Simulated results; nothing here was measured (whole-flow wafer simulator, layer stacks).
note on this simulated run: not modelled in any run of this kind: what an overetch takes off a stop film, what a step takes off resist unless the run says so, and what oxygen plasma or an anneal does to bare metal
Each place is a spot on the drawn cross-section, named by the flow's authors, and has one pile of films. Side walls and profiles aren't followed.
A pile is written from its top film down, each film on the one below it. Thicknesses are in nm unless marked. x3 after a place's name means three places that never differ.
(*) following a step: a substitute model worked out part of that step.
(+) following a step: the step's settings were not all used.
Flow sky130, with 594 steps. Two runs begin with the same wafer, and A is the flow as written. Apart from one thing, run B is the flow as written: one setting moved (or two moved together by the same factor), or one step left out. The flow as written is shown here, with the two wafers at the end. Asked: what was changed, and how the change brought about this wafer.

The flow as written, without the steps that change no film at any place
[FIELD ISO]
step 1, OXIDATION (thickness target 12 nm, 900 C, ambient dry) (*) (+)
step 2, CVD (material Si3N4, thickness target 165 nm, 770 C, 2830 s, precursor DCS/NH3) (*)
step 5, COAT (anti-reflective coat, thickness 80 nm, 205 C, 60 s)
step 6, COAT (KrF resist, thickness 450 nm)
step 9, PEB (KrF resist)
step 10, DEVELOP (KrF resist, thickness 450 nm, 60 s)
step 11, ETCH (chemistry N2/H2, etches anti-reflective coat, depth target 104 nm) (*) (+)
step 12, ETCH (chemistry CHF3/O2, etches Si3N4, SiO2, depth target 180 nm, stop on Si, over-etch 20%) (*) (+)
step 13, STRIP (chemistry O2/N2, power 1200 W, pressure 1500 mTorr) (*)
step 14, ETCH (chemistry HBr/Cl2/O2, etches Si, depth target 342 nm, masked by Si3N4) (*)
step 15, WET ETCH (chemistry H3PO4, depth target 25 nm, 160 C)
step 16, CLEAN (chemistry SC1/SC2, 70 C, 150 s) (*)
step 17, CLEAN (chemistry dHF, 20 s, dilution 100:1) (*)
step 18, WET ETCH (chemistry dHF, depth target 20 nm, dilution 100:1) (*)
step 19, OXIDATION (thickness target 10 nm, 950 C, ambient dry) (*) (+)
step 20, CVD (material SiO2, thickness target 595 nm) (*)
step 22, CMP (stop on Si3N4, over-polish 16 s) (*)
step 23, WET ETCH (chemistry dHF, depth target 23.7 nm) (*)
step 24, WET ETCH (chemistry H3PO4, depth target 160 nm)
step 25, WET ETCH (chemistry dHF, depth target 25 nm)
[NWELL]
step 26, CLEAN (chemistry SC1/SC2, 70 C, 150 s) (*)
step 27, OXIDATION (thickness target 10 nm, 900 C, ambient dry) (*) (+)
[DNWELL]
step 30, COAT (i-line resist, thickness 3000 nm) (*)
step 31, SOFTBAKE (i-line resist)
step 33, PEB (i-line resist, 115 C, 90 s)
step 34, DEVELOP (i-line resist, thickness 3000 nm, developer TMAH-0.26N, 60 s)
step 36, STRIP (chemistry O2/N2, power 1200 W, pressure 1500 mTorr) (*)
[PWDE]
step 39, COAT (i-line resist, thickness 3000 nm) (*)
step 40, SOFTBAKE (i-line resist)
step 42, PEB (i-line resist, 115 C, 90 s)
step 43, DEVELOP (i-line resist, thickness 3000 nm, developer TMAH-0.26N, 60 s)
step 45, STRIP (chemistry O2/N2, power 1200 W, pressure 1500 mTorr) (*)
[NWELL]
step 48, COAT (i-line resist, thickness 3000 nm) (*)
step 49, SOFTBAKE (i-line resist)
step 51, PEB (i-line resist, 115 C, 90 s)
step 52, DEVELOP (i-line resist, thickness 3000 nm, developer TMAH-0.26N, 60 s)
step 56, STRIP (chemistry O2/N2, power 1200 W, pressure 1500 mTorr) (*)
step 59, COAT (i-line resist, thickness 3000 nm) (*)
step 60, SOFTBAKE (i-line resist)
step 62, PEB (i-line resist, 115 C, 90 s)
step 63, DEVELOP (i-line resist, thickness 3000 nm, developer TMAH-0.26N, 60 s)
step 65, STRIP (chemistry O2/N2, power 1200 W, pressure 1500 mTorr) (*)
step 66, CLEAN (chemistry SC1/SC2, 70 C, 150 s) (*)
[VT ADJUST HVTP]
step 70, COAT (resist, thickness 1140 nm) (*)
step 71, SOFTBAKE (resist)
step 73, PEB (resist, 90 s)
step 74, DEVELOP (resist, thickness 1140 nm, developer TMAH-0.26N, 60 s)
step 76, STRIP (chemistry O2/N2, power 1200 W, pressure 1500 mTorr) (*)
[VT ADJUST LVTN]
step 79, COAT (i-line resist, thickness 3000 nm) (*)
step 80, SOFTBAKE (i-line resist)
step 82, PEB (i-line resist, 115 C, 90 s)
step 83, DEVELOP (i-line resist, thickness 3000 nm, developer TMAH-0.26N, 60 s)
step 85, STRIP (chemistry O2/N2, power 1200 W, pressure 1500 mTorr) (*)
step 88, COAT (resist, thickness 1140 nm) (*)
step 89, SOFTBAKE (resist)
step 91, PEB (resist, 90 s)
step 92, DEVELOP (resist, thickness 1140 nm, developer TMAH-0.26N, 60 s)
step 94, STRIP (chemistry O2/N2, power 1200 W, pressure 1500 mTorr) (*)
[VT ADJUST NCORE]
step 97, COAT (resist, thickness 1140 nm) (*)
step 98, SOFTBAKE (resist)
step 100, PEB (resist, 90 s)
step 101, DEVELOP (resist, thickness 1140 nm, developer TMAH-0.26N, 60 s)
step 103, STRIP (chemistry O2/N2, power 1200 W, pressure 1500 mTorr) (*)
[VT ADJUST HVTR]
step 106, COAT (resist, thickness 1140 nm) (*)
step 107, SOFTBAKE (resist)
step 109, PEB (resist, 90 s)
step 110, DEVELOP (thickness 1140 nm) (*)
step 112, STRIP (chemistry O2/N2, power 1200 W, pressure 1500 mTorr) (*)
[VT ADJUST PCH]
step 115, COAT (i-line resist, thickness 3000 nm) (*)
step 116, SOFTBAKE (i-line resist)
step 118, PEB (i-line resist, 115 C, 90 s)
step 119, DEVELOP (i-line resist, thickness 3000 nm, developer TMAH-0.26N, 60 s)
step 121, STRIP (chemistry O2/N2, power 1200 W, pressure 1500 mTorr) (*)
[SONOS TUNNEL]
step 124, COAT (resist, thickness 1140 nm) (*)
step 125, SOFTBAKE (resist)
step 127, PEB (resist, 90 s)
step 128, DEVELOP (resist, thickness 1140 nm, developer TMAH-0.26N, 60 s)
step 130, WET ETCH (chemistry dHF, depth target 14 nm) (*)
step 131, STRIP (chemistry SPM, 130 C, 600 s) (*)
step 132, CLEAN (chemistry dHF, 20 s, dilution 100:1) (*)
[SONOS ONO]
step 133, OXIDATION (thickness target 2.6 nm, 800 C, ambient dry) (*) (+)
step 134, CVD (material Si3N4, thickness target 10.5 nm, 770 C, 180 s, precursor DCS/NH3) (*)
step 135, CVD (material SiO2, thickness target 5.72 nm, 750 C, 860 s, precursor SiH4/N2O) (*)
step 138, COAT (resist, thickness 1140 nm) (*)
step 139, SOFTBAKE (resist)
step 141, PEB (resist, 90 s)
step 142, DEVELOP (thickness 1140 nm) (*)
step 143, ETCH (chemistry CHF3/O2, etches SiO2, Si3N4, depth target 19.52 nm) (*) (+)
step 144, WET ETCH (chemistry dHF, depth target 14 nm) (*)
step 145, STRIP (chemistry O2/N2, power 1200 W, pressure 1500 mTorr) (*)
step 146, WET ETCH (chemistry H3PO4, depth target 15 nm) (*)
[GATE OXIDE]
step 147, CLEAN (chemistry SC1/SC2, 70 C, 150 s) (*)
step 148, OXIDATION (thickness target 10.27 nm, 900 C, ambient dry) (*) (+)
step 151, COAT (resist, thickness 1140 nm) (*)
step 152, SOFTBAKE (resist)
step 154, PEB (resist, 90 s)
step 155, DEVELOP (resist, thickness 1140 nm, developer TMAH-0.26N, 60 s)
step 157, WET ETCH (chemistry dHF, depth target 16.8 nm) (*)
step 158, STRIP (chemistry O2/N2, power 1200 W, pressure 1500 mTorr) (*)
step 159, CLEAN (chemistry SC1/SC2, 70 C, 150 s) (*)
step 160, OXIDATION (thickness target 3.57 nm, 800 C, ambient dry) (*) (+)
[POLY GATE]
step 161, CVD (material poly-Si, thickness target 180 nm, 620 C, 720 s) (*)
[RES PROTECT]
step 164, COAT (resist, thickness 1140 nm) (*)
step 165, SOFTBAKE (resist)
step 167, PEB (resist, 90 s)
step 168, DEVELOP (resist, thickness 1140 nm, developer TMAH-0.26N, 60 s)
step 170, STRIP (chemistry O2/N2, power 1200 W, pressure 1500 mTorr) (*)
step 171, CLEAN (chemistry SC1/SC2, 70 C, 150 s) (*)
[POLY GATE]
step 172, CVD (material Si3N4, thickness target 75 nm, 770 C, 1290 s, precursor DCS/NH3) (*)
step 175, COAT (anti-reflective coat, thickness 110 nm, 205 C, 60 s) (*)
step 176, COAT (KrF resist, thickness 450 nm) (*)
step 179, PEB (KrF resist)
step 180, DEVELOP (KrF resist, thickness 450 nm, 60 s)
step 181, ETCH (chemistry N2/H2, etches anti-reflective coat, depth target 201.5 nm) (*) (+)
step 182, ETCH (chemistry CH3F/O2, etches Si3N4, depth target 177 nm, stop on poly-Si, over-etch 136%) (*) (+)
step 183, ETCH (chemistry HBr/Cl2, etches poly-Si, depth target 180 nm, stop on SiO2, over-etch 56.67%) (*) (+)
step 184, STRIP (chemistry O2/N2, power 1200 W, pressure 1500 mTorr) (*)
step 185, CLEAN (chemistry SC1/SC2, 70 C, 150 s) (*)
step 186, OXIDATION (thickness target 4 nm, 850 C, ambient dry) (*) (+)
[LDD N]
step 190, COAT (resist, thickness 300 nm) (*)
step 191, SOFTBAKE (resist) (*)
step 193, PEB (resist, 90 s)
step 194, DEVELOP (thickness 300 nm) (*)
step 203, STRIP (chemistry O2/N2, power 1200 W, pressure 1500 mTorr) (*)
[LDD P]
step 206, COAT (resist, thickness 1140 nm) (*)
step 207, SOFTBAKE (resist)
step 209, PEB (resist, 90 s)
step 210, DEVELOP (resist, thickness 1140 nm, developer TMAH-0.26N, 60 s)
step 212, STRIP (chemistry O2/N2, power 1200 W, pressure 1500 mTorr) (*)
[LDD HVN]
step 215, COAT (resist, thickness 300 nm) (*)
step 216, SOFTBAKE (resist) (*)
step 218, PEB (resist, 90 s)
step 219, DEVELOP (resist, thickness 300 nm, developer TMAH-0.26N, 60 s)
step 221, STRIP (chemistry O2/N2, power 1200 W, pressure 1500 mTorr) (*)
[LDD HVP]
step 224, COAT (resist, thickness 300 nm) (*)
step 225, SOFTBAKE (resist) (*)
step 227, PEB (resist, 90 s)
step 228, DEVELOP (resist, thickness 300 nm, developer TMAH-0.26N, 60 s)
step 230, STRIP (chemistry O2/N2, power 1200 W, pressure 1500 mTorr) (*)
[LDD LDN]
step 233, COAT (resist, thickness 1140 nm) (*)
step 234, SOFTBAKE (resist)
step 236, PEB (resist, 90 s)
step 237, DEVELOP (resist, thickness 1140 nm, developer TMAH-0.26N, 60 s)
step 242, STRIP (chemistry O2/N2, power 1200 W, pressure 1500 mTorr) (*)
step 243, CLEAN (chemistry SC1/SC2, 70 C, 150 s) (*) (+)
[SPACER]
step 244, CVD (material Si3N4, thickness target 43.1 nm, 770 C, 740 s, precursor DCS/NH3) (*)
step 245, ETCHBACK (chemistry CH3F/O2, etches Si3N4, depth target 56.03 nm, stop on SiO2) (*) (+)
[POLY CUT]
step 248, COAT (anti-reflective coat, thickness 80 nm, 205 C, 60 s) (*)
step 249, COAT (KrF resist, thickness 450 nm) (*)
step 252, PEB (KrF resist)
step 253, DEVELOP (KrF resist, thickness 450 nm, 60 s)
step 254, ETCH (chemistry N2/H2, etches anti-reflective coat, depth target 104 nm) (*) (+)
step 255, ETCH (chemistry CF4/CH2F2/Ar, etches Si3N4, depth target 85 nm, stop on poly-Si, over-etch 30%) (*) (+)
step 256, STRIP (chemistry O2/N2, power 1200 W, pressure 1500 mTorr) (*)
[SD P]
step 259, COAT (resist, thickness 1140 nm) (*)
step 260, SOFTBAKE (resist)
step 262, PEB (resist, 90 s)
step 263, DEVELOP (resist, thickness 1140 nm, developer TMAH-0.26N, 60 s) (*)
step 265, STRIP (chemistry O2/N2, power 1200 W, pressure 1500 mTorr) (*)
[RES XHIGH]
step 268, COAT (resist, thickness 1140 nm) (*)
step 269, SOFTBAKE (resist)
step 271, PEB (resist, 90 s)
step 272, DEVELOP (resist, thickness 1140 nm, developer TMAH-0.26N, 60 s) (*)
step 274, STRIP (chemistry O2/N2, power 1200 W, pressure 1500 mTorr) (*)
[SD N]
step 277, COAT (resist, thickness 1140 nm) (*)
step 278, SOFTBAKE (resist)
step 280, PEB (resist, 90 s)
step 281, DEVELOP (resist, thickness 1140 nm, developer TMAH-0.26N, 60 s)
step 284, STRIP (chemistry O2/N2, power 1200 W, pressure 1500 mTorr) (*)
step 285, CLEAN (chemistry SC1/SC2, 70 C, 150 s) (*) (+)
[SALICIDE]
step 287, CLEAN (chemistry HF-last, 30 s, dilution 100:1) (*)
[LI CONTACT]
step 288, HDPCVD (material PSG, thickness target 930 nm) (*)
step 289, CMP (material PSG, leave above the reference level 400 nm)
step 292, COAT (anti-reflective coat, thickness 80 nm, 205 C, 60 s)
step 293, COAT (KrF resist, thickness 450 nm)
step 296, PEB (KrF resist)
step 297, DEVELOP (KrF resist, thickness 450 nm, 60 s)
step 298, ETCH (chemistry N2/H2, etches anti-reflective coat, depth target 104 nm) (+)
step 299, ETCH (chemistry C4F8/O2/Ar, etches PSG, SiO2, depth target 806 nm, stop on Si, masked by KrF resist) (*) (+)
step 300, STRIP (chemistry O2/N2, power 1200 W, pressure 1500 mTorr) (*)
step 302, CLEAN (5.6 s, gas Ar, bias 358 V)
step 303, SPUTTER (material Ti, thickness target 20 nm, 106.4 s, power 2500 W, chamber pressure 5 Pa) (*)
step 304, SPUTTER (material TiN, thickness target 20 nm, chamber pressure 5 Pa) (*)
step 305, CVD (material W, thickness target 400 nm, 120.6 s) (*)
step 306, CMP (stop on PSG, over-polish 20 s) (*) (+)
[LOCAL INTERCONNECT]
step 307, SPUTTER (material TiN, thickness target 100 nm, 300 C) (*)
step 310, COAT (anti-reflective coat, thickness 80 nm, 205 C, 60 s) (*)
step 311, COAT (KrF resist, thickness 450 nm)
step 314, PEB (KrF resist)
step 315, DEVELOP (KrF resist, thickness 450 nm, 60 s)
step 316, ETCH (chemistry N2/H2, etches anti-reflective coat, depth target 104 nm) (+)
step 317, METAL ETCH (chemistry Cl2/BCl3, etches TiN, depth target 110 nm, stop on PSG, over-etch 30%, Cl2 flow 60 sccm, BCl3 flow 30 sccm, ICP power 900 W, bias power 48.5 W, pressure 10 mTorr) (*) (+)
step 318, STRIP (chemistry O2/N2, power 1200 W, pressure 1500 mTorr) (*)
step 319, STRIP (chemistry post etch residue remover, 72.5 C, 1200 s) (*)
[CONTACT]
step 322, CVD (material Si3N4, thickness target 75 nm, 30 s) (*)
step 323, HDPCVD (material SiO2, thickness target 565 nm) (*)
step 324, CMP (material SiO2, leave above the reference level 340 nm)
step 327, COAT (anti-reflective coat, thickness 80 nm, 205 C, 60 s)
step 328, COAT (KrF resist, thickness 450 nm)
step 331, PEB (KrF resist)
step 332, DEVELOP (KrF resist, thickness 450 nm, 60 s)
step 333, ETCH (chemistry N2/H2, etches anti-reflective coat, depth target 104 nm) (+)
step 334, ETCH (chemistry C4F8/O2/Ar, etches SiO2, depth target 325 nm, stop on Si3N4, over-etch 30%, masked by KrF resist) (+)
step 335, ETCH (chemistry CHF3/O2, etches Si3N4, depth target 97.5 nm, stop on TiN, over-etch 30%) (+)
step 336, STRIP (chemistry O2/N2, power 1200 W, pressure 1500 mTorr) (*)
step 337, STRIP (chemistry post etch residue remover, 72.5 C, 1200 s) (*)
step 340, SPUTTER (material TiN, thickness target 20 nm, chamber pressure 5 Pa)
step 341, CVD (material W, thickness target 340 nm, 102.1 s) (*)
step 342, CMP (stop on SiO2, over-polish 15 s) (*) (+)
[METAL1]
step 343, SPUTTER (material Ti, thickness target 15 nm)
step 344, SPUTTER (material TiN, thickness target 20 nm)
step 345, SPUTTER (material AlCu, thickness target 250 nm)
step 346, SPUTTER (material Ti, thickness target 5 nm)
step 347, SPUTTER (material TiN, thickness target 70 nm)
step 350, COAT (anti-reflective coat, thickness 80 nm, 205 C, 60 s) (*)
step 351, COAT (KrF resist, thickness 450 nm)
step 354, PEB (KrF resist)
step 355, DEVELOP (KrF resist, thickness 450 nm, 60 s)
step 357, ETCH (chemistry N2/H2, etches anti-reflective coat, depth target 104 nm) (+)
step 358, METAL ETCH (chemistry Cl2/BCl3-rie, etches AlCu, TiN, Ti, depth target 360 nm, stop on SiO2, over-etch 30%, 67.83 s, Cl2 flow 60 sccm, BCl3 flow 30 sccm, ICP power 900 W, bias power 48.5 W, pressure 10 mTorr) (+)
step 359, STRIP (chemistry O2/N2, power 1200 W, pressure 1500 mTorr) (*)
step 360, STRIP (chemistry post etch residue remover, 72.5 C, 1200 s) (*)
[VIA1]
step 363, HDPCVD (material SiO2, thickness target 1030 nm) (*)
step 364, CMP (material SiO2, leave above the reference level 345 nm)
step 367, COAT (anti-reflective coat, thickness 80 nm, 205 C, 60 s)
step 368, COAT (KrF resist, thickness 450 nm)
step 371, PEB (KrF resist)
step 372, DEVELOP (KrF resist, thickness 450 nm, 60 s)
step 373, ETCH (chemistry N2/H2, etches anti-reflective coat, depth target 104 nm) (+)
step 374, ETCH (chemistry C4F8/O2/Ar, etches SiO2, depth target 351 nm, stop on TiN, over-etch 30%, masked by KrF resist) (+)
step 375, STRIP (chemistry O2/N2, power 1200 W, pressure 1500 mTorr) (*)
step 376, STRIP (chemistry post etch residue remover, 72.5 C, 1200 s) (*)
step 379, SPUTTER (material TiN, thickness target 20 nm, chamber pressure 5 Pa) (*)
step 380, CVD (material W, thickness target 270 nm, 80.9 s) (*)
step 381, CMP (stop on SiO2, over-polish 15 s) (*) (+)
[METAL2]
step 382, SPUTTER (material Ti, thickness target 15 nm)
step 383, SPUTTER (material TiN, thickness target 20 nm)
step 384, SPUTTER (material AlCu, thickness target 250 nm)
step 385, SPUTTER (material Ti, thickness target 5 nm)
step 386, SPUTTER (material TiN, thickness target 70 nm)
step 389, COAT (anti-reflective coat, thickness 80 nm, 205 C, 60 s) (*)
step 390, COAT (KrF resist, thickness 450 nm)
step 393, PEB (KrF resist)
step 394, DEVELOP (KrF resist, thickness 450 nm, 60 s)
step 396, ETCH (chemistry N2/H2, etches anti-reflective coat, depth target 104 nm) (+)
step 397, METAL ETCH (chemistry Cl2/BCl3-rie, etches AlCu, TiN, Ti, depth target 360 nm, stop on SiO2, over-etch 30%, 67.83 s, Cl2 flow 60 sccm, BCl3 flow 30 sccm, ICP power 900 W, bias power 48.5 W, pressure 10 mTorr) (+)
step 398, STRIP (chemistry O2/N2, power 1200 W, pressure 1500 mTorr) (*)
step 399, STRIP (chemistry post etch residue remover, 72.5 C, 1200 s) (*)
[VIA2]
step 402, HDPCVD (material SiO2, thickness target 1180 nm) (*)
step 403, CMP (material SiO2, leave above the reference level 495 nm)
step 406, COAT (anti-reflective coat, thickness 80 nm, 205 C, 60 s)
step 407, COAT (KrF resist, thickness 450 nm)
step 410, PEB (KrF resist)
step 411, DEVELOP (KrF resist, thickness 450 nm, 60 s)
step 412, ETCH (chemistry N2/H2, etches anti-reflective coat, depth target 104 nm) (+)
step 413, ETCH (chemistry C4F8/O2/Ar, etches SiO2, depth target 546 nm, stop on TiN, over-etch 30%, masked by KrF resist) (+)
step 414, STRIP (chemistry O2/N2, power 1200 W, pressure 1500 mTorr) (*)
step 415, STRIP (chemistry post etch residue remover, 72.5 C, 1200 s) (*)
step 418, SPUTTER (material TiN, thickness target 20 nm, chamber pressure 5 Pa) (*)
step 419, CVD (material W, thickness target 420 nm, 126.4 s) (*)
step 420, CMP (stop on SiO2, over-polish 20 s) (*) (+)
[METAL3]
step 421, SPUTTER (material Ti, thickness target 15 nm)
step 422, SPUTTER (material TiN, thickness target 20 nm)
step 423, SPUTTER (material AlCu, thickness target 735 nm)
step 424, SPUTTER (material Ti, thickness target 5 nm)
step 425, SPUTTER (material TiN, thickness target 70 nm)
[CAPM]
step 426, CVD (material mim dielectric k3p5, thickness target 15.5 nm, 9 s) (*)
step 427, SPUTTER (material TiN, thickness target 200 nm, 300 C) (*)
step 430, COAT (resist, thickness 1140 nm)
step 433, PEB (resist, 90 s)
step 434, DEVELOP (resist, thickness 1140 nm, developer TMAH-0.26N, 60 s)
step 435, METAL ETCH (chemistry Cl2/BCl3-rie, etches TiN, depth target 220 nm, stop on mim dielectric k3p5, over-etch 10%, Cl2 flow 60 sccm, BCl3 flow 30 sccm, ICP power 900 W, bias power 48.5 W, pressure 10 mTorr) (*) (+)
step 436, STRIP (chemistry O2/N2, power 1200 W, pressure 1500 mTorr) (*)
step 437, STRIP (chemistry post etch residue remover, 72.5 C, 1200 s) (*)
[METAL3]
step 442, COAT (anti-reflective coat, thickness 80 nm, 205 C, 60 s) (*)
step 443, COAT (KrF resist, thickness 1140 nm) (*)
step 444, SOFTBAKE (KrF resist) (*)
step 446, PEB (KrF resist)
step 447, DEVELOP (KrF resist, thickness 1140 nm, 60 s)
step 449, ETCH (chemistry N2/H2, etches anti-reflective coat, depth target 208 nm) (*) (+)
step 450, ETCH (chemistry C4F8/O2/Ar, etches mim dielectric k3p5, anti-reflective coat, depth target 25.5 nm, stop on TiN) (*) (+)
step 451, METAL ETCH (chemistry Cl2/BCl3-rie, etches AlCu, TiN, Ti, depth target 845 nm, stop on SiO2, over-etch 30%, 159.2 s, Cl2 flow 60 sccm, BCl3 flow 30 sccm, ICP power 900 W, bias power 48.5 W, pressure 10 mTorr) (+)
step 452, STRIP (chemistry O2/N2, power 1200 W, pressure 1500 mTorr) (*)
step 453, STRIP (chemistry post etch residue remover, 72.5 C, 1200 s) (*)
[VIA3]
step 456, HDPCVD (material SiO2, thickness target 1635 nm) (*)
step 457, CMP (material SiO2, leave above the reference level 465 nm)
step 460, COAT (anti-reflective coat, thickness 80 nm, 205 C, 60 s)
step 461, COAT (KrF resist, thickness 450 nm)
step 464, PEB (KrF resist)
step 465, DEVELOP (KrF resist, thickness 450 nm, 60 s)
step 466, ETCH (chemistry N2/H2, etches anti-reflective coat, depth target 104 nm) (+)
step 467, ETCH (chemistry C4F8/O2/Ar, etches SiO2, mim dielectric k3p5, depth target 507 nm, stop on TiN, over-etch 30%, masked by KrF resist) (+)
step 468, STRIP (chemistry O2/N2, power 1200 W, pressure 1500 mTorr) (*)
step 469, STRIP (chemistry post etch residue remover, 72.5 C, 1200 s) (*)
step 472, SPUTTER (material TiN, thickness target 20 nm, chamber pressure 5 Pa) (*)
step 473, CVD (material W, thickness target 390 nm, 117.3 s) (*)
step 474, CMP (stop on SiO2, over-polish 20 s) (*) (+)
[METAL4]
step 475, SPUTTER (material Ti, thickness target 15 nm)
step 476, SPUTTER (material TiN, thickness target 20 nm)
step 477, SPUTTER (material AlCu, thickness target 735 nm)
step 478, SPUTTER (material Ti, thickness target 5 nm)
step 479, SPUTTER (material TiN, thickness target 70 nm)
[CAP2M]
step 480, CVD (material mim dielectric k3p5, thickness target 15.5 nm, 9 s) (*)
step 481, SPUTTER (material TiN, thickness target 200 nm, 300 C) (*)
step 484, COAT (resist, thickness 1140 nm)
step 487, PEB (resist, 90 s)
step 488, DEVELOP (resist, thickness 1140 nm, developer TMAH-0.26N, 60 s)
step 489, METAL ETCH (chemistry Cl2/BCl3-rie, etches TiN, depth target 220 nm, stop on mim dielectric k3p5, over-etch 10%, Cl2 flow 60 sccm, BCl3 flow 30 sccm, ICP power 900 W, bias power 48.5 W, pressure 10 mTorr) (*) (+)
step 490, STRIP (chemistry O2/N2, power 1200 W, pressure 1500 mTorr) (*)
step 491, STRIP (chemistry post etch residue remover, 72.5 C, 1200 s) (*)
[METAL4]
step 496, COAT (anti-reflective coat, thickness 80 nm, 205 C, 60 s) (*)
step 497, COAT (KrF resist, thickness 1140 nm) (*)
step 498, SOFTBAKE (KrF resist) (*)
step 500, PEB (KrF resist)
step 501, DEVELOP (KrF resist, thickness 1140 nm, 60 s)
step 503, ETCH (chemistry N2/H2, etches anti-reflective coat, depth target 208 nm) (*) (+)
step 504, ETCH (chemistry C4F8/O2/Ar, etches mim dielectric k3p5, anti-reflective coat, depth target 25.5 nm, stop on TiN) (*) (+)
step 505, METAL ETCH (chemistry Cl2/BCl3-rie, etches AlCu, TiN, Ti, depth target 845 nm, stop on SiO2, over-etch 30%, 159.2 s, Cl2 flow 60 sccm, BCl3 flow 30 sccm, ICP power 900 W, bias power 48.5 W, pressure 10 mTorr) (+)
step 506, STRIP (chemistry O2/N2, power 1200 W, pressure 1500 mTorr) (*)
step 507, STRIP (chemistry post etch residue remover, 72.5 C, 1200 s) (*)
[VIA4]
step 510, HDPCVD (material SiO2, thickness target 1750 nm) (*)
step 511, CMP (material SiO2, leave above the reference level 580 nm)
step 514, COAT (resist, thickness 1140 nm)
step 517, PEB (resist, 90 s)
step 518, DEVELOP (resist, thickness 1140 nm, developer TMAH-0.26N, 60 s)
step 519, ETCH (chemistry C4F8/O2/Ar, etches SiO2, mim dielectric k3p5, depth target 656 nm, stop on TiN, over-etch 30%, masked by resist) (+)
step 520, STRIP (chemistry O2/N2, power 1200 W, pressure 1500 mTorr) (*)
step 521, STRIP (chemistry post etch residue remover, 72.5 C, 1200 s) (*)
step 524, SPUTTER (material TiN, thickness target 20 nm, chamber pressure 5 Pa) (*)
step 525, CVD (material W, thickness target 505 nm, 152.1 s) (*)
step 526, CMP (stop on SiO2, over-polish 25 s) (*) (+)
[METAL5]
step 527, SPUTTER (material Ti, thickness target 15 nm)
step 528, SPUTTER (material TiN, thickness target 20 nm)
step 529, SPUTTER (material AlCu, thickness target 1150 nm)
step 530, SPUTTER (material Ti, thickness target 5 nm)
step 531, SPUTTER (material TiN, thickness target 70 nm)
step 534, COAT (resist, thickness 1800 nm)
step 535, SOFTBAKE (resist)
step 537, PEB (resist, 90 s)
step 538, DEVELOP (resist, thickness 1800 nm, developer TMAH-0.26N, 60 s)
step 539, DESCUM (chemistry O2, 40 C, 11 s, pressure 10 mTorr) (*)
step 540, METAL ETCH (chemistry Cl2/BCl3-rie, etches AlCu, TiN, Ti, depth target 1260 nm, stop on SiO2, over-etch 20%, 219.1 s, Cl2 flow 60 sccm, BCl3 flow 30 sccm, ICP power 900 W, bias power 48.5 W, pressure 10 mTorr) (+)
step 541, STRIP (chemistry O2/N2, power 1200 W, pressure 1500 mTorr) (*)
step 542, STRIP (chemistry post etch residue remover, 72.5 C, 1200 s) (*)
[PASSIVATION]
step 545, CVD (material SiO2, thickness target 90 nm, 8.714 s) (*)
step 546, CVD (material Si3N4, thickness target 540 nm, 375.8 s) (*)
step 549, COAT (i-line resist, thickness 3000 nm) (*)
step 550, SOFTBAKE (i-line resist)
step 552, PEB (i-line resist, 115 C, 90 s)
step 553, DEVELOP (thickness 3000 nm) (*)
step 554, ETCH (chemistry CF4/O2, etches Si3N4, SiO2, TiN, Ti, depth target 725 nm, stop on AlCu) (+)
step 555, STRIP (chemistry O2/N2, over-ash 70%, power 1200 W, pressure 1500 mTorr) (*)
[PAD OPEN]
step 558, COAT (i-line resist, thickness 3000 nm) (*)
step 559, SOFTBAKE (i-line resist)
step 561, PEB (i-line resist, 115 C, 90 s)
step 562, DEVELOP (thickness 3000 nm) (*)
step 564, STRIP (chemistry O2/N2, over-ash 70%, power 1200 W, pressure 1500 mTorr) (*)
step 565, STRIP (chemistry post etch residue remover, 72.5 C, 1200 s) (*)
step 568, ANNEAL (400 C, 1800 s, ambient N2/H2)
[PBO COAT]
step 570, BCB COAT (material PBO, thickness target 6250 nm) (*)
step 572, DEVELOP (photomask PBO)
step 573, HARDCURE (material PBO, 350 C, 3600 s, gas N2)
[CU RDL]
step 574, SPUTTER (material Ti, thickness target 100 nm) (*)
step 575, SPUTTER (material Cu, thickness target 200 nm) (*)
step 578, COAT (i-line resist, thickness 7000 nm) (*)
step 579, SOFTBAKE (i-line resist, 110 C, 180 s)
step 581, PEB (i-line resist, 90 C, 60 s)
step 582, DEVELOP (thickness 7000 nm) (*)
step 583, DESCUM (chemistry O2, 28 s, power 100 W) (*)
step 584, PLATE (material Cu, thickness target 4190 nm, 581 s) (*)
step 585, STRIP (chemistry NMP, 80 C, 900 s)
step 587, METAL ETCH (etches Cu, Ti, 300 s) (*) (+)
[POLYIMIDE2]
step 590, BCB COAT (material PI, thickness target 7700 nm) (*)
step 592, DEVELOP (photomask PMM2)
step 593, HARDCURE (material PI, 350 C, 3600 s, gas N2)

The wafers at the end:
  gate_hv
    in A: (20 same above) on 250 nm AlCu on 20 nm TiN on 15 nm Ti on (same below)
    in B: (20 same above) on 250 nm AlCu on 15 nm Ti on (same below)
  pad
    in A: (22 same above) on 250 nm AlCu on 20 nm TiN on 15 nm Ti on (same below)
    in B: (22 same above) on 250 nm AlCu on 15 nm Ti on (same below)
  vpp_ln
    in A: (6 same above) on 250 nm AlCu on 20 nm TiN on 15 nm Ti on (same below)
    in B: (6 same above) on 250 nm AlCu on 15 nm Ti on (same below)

Cause: step 383, SPUTTER: material TiN, thickness target 20 nm, was skipped.

How this came from the change, step by step:
  step 397, METAL ETCH (chemistry Cl2/BCl3-rie, etches AlCu, TiN, Ti, depth target 360 nm, stop on SiO2, over-etch 30%, 67.83 s, Cl2 flow 60 sccm, BCl3 flow 30 sccm, ICP power 900 W, bias power 48.5 W, pressure 10 mTorr) (+)
      field, active, gate and 82 more: A TiN loses 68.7 (all of it), Ti loses 5 (all of it), AlCu loses 250 (all of it), TiN loses 20 (all of it), Ti loses 15 (all of it), SiO2 loses 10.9 | B TiN loses 68.7 (all of it), Ti loses 5 (all of it), AlCu loses 250 (all of it), Ti loses 15 (all of it), SiO2 loses 12.9
  step 403, CMP (material SiO2, leave above the reference level 495 nm)
      field, active, gate and 82 more: A SiO2 loses 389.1 | B SiO2 loses 407.1
